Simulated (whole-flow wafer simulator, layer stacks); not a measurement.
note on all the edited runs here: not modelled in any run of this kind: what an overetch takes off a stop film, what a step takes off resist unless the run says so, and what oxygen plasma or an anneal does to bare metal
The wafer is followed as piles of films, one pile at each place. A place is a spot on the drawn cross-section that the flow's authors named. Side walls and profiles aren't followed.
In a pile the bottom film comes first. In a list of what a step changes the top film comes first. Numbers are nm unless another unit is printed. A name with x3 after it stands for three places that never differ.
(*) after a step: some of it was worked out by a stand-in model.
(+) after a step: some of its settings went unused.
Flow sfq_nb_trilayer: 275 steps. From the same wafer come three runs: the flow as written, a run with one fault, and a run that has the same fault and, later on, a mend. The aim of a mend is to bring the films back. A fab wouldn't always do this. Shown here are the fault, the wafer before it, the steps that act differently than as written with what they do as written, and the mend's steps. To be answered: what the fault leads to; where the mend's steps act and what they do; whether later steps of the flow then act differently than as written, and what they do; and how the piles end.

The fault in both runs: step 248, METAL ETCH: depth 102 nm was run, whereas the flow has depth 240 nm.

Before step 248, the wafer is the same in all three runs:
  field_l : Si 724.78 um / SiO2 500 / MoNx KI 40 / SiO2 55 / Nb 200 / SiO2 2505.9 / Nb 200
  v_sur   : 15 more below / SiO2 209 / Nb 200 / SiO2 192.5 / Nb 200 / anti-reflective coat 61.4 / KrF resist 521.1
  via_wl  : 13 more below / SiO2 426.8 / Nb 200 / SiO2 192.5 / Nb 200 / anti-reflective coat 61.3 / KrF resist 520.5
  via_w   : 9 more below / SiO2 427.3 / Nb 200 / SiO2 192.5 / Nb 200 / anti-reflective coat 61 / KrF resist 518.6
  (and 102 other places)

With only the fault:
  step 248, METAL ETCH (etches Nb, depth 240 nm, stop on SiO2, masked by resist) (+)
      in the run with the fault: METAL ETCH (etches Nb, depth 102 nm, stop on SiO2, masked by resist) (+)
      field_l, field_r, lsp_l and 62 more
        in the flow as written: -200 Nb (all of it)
        in the run with the fault: -102 Nb
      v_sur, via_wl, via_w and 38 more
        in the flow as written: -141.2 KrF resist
        in the run with the fault: -60 KrF resist
  Later steps of the flow acting differently than as written:
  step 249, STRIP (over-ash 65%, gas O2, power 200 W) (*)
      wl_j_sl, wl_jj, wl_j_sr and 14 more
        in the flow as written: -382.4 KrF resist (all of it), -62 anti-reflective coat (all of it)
        in the run with the fault: -463.6 KrF resist (all of it), -62 anti-reflective coat (all of it)
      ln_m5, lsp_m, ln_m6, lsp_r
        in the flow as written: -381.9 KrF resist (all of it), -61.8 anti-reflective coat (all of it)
        in the run with the fault: -463.1 KrF resist (all of it), -61.8 anti-reflective coat (all of it)
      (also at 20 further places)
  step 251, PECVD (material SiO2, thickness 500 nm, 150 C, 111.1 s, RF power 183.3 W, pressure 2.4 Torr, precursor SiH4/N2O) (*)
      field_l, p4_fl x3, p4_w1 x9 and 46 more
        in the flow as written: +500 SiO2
        in the run with the fault: +500 SiO2 (new film)
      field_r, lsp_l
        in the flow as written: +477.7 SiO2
        in the run with the fault: +488.6 SiO2 (new film)
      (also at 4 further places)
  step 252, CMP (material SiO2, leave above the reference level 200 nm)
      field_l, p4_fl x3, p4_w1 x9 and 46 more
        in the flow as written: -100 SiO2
        in the run with the fault: -198 SiO2
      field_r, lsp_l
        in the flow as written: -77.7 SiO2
        in the run with the fault: -186.6 SiO2
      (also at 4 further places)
  By the end, the piles at field_l, field_r, lsp_l and 62 more depart from the flow's by more than 2% or 0.5 nm, whichever is larger.
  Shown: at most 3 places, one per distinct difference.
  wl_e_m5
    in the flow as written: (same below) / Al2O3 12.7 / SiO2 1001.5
    in the run with the fault: (same below) / Al2O3 12.7 / SiO2 601.5 / Nb 98 / SiO2 302
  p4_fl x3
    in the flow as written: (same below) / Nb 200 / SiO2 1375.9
    in the run with the fault: (same below) / Nb 200 / SiO2 975.9 / Nb 98 / SiO2 302
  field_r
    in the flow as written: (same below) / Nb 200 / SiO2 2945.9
    in the run with the fault: (same below) / Nb 200 / SiO2 2545.9 / Nb 98 / SiO2 302

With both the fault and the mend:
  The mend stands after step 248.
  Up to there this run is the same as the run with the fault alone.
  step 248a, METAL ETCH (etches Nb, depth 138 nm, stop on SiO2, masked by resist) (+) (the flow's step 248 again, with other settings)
      field_l, field_r, lsp_l and 62 more
        -98 Nb (all of it)
      v_sur, via_wl, via_w and 38 more
        -81.2 KrF resist
  None of the later steps of the flow acts differently than as written at any place that is followed.
  By the end, the piles equal the flow's at every place that both follow.
